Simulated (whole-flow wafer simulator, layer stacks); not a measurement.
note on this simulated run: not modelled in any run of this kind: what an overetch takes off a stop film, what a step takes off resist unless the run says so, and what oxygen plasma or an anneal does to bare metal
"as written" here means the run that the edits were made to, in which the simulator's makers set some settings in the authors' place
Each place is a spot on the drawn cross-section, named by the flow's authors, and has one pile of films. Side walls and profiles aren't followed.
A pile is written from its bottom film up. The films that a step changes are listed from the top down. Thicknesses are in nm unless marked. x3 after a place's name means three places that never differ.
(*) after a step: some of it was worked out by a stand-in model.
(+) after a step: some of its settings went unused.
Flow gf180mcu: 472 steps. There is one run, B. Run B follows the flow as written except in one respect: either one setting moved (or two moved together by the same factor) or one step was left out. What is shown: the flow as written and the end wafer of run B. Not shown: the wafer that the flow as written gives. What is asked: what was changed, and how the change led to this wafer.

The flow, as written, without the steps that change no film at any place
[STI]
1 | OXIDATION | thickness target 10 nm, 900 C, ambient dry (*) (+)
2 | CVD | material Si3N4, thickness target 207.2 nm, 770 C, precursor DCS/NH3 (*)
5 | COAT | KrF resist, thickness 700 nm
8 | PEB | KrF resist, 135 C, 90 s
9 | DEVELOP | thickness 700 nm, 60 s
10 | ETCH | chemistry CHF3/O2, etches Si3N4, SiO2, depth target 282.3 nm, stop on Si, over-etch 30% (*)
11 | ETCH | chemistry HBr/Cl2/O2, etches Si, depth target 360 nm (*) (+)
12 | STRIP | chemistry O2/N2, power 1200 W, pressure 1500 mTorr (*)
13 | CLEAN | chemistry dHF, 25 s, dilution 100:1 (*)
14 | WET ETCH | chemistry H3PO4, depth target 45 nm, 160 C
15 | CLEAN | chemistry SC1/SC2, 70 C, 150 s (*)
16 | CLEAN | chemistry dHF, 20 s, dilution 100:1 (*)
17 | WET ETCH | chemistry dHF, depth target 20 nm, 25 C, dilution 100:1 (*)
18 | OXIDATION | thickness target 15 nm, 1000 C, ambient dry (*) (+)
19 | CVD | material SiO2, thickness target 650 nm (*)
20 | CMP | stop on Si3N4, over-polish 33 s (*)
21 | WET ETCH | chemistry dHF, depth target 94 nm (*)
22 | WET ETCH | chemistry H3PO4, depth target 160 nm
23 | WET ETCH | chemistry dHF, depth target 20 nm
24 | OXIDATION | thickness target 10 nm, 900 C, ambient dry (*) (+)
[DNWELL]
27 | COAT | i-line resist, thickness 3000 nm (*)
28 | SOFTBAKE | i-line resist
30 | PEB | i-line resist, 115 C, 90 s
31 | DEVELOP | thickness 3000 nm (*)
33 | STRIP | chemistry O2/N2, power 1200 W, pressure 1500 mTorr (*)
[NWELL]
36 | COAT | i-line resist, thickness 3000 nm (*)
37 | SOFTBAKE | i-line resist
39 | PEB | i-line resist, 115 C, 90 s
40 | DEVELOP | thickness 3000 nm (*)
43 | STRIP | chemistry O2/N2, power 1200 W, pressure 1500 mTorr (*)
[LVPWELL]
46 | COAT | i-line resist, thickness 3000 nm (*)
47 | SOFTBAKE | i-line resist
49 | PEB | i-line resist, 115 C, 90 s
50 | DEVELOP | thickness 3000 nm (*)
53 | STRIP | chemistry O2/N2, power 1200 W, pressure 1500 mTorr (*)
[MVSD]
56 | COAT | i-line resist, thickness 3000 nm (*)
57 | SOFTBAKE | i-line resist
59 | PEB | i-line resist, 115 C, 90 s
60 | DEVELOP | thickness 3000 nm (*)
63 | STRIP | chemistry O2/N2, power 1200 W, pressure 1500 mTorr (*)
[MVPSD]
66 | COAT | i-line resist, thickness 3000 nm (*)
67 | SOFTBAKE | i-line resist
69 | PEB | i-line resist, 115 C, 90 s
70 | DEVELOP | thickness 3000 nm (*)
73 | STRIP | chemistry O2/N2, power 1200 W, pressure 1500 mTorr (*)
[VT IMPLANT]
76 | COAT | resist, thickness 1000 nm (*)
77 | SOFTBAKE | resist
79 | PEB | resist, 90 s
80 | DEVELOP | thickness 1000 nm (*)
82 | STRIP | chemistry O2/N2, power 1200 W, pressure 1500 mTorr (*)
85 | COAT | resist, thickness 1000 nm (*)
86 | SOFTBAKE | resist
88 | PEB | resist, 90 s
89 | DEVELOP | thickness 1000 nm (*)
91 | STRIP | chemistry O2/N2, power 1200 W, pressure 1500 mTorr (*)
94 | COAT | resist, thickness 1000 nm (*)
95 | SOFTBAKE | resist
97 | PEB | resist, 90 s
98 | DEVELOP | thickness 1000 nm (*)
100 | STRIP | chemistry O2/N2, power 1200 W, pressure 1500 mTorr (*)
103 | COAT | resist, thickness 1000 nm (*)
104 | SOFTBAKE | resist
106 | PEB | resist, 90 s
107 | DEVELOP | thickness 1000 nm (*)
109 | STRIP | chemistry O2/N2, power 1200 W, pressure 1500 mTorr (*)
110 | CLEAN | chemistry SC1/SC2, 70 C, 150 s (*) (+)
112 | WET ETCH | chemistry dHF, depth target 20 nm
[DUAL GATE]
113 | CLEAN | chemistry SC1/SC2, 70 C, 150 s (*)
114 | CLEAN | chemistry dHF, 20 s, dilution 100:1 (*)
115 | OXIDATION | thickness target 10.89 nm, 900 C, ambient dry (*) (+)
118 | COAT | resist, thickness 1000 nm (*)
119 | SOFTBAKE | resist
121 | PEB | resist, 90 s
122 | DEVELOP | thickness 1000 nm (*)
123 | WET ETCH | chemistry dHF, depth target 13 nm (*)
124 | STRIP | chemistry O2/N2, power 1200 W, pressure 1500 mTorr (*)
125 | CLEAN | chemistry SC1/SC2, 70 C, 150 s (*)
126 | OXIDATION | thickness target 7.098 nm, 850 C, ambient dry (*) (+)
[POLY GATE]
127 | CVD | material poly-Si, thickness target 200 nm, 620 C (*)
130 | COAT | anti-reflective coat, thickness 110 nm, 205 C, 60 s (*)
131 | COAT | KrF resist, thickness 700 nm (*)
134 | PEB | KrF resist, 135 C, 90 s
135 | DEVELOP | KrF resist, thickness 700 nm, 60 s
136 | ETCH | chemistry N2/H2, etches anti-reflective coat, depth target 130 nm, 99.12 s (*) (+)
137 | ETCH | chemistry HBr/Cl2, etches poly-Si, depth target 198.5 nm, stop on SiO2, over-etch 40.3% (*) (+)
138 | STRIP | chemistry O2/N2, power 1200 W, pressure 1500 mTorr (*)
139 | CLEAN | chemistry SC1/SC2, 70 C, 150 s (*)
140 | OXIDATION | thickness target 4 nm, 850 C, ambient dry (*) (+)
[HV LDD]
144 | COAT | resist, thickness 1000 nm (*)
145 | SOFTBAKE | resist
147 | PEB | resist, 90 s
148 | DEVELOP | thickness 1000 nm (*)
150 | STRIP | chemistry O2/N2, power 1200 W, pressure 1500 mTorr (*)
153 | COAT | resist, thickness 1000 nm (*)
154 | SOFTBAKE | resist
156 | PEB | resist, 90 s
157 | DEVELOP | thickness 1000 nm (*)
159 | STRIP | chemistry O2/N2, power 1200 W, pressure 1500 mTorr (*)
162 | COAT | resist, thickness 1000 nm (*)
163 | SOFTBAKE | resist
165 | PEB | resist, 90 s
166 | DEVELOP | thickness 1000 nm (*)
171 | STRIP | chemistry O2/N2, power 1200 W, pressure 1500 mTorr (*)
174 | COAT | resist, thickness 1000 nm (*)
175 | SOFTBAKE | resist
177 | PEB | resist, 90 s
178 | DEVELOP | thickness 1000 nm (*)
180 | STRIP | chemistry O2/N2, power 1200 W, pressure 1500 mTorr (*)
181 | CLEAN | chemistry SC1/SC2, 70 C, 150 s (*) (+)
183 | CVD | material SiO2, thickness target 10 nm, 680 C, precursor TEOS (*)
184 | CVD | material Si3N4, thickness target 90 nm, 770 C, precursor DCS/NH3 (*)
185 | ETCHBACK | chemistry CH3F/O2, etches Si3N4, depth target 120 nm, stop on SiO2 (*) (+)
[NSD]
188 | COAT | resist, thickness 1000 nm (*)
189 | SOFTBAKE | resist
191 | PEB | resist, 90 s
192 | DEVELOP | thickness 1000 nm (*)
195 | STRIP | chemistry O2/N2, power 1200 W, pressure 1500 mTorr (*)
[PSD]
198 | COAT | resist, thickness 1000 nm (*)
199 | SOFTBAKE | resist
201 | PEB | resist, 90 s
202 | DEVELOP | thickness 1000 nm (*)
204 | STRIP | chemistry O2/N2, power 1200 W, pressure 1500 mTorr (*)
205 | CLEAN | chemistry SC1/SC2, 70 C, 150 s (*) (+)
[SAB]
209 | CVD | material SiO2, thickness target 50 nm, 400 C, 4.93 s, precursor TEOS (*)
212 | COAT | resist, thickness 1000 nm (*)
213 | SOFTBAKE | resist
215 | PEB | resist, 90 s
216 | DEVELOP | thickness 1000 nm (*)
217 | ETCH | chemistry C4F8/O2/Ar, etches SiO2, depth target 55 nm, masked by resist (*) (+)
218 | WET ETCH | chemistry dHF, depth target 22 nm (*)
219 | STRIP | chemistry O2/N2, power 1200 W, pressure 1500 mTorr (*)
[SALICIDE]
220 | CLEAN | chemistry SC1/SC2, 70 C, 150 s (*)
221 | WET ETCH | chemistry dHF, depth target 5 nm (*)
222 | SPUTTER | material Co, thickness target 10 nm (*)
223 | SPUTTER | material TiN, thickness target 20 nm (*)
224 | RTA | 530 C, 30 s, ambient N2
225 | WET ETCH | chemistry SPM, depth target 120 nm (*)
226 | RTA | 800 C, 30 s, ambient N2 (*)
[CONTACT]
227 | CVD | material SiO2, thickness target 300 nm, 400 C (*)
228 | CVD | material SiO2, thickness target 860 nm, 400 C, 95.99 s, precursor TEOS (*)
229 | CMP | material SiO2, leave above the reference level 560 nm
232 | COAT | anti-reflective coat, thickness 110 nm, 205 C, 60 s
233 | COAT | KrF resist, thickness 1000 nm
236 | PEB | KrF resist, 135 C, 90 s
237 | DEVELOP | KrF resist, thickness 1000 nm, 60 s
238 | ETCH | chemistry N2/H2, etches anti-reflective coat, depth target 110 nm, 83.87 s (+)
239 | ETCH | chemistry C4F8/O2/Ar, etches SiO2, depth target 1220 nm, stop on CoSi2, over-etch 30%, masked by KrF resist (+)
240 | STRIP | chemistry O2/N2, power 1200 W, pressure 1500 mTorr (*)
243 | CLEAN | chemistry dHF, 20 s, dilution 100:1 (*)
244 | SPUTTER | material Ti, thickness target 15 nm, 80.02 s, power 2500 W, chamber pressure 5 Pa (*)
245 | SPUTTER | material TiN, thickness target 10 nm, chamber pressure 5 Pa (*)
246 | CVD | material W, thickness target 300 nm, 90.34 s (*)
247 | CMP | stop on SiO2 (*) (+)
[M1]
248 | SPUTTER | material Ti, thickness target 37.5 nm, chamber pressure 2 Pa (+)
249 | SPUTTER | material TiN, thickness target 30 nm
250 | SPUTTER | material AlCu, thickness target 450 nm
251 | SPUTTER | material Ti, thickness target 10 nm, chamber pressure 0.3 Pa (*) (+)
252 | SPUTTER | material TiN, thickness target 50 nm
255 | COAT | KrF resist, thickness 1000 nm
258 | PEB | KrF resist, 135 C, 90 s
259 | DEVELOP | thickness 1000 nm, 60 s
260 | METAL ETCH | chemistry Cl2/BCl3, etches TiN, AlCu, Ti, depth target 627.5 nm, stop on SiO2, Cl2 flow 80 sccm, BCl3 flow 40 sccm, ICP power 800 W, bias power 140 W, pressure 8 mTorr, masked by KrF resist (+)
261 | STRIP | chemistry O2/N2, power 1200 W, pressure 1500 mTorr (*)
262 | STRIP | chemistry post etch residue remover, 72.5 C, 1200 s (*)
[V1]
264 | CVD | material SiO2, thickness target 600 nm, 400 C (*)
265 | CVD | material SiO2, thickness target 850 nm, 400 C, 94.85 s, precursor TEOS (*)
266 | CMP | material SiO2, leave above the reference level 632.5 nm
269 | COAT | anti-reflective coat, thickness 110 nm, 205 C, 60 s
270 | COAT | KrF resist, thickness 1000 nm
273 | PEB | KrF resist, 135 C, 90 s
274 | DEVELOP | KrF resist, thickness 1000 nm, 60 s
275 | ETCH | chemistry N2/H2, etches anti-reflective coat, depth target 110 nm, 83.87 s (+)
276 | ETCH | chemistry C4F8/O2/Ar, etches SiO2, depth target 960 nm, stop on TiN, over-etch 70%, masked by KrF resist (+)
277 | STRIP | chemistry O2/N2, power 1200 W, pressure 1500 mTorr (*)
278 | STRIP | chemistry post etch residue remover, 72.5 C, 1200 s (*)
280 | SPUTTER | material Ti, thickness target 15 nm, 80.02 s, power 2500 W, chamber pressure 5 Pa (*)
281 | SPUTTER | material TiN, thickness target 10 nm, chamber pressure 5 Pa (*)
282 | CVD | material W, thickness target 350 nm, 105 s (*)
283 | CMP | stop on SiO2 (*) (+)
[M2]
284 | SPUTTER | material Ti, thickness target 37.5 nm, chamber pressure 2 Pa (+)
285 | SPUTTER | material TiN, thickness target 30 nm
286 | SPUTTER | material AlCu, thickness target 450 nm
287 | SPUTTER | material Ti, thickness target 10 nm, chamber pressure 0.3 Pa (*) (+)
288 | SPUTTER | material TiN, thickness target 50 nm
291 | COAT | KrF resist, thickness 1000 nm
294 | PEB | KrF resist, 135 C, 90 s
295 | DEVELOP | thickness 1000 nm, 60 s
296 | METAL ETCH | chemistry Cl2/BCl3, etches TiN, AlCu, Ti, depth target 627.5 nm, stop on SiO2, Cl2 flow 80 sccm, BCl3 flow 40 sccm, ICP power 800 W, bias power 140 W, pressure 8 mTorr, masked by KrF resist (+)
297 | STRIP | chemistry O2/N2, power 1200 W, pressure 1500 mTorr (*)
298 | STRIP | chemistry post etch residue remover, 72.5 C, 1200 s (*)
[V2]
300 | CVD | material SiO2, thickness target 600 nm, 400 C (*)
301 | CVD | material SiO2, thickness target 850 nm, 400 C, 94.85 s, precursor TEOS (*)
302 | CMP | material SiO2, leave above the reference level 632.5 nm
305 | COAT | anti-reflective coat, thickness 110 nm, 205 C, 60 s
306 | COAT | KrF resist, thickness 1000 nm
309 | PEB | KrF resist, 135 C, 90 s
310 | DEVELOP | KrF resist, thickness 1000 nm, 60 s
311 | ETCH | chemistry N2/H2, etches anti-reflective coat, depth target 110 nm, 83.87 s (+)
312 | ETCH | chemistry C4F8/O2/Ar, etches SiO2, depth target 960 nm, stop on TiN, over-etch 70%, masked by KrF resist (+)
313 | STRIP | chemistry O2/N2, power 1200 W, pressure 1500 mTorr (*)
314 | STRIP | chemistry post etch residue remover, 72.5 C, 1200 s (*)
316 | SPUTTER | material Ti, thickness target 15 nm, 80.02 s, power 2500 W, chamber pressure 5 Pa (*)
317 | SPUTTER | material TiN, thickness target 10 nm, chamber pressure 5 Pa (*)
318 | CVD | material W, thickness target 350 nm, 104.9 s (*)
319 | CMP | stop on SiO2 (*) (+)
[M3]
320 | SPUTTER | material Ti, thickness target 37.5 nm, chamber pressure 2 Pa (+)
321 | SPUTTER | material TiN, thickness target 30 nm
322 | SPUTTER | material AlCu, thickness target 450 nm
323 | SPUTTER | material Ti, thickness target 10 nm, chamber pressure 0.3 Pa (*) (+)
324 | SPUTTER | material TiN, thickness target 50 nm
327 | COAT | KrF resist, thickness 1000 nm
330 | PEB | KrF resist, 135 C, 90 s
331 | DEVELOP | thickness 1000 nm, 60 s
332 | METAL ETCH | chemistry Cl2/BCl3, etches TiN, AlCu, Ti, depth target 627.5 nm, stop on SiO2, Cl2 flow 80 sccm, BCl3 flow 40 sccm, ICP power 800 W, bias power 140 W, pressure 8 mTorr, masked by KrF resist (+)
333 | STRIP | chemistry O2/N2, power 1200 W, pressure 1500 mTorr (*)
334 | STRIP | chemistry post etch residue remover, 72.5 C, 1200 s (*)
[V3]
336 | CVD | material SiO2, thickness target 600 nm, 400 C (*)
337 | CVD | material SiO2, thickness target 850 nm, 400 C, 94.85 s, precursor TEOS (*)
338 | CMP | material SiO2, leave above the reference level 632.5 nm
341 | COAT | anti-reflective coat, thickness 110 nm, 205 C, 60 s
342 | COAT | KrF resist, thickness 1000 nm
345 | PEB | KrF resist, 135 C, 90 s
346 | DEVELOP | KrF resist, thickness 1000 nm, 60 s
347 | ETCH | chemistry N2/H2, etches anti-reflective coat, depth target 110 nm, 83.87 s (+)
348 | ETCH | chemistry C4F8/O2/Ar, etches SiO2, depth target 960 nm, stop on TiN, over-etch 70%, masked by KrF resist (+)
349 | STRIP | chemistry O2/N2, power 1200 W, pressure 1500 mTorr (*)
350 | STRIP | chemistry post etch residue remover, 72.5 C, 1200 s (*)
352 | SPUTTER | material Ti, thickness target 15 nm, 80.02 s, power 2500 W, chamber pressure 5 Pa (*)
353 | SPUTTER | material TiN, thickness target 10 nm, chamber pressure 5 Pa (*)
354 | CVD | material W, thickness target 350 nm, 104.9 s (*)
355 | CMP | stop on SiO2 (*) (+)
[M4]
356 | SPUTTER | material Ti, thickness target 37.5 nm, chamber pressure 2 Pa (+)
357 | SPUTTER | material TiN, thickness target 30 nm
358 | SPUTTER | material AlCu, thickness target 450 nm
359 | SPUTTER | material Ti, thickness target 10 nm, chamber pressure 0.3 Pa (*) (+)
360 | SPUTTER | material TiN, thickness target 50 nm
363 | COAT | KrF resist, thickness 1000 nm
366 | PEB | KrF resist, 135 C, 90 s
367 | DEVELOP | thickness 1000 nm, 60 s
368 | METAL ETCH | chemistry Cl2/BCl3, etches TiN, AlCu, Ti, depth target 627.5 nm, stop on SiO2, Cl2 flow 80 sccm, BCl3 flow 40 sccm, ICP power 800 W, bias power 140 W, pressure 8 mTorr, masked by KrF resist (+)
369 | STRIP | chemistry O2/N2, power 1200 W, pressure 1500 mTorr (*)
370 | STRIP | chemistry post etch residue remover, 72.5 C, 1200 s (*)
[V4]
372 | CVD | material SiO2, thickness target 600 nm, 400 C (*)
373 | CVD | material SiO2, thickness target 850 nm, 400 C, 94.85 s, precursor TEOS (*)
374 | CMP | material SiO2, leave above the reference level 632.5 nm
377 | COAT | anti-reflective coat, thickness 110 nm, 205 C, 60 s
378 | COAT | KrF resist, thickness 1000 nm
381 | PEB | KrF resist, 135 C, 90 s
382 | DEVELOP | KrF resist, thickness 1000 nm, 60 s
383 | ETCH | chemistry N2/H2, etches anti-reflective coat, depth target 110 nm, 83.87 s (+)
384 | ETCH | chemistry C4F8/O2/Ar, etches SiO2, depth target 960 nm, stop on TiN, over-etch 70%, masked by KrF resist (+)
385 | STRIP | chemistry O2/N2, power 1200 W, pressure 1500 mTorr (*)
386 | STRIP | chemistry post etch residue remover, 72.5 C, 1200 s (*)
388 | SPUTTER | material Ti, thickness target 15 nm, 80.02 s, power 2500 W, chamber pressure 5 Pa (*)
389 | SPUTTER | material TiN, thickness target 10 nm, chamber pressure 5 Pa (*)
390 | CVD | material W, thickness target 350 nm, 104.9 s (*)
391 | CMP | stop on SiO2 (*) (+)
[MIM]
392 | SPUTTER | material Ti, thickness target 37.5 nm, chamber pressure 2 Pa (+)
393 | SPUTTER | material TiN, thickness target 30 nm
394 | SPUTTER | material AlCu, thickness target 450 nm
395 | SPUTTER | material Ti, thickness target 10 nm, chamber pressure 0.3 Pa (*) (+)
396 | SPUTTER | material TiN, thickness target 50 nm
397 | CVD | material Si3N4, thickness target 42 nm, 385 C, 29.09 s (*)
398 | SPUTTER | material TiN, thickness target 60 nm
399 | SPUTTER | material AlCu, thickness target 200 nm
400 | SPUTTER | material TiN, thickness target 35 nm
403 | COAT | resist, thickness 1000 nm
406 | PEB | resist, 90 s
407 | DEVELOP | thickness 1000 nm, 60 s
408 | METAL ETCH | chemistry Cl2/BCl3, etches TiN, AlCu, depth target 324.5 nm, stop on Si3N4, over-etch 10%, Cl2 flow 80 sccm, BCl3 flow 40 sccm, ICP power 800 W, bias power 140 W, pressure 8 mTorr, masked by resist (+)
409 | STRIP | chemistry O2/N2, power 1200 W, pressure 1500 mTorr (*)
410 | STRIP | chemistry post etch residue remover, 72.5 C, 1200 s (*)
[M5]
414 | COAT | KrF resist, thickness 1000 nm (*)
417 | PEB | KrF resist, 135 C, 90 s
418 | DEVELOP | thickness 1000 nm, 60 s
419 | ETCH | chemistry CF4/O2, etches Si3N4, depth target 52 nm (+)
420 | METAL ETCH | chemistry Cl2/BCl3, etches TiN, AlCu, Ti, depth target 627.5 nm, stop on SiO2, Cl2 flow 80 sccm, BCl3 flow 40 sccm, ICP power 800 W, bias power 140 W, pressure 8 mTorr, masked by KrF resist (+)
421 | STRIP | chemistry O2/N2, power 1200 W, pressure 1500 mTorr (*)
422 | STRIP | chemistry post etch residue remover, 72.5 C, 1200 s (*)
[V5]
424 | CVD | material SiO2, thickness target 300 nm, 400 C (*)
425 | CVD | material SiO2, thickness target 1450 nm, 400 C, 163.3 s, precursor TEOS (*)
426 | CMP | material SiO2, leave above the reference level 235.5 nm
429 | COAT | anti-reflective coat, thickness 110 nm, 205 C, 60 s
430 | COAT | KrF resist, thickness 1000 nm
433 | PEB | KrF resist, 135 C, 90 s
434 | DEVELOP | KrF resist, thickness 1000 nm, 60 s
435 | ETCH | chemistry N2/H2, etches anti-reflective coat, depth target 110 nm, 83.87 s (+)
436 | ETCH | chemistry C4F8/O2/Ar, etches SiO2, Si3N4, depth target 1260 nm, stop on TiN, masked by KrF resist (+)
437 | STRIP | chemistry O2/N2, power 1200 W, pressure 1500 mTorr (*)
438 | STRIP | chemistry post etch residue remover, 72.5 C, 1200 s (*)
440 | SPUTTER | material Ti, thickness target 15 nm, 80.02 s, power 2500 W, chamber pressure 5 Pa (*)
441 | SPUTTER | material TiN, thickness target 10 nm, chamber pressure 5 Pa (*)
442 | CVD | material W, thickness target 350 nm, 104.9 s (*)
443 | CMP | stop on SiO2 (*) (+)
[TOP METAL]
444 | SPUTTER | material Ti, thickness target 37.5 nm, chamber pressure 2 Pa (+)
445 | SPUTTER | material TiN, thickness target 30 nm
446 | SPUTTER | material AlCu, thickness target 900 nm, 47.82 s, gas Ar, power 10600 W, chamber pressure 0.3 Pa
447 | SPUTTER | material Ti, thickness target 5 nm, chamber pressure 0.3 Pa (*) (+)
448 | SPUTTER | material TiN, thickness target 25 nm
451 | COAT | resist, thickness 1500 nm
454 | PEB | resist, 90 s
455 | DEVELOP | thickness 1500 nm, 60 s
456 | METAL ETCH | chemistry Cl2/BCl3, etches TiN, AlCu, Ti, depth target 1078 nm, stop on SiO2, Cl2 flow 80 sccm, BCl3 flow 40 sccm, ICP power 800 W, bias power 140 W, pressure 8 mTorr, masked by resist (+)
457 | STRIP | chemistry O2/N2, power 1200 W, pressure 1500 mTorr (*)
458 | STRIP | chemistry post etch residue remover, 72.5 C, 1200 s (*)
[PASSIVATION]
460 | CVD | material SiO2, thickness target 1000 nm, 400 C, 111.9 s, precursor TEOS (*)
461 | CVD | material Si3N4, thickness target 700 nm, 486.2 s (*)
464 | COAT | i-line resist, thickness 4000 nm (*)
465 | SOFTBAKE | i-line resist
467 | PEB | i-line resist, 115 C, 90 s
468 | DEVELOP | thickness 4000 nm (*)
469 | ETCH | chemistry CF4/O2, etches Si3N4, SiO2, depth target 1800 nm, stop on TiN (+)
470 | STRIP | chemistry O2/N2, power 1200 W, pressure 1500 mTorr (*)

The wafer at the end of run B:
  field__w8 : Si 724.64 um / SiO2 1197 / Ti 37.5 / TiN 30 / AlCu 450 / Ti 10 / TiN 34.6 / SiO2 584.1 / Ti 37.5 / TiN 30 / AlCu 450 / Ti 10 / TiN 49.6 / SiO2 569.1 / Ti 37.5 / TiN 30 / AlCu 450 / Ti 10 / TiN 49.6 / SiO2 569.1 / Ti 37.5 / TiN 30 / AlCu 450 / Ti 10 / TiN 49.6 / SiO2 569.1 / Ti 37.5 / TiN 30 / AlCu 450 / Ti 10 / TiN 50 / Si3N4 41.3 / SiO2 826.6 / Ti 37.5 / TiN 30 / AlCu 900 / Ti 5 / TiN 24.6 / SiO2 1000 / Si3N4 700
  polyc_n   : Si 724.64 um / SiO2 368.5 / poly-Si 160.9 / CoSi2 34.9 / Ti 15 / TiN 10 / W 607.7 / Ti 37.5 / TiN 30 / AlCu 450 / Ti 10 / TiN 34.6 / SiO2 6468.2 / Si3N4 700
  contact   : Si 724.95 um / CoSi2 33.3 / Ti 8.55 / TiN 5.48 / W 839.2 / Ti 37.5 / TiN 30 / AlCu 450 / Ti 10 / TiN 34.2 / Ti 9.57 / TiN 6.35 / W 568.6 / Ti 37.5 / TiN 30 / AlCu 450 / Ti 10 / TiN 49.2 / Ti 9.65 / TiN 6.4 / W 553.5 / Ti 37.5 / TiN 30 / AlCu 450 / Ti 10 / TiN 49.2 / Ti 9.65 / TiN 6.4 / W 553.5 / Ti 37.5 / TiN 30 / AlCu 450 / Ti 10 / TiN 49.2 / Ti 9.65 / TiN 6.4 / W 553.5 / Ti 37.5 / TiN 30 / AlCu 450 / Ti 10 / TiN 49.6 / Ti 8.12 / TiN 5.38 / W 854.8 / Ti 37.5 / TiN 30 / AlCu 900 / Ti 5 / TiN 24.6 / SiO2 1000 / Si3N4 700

The reason: step 252, SPUTTER: thickness target 35 nm was run, whereas the flow has thickness target 50 nm.

The path from the change to this, step by step:
  252 | SPUTTER | material TiN, thickness target 50 nm
      field, field__w1, field__w2 and 108 more: TiN gains 35 (new film) (in the flow as written it would be: TiN gains 50 (new film))
  260 | METAL ETCH | chemistry Cl2/BCl3, etches TiN, AlCu, Ti, depth target 627.5 nm, stop on SiO2, Cl2 flow 80 sccm, BCl3 flow 40 sccm, ICP power 800 W, bias power 140 W, pressure 8 mTorr, masked by KrF resist (+)
      field, field__w1, field__w2 and 99 more: TiN loses 35 (all of it), Ti loses 10 (all of it), AlCu loses 450 (all of it), TiN loses 30 (all of it), Ti loses 37.5 (all of it) (in the flow as written it would be: TiN loses 50 (all of it), Ti loses 10 (all of it), AlCu loses 450 (all of it), TiN loses 30 (all of it), Ti loses 37.5 (all of it))
  276 | ETCH | chemistry C4F8/O2/Ar, etches SiO2, depth target 960 nm, stop on TiN, over-etch 70%, masked by KrF resist (+)
      contact: SiO2 loses 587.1 (all of it) (in the flow as written it would be: SiO2 loses 572.1 (all of it))
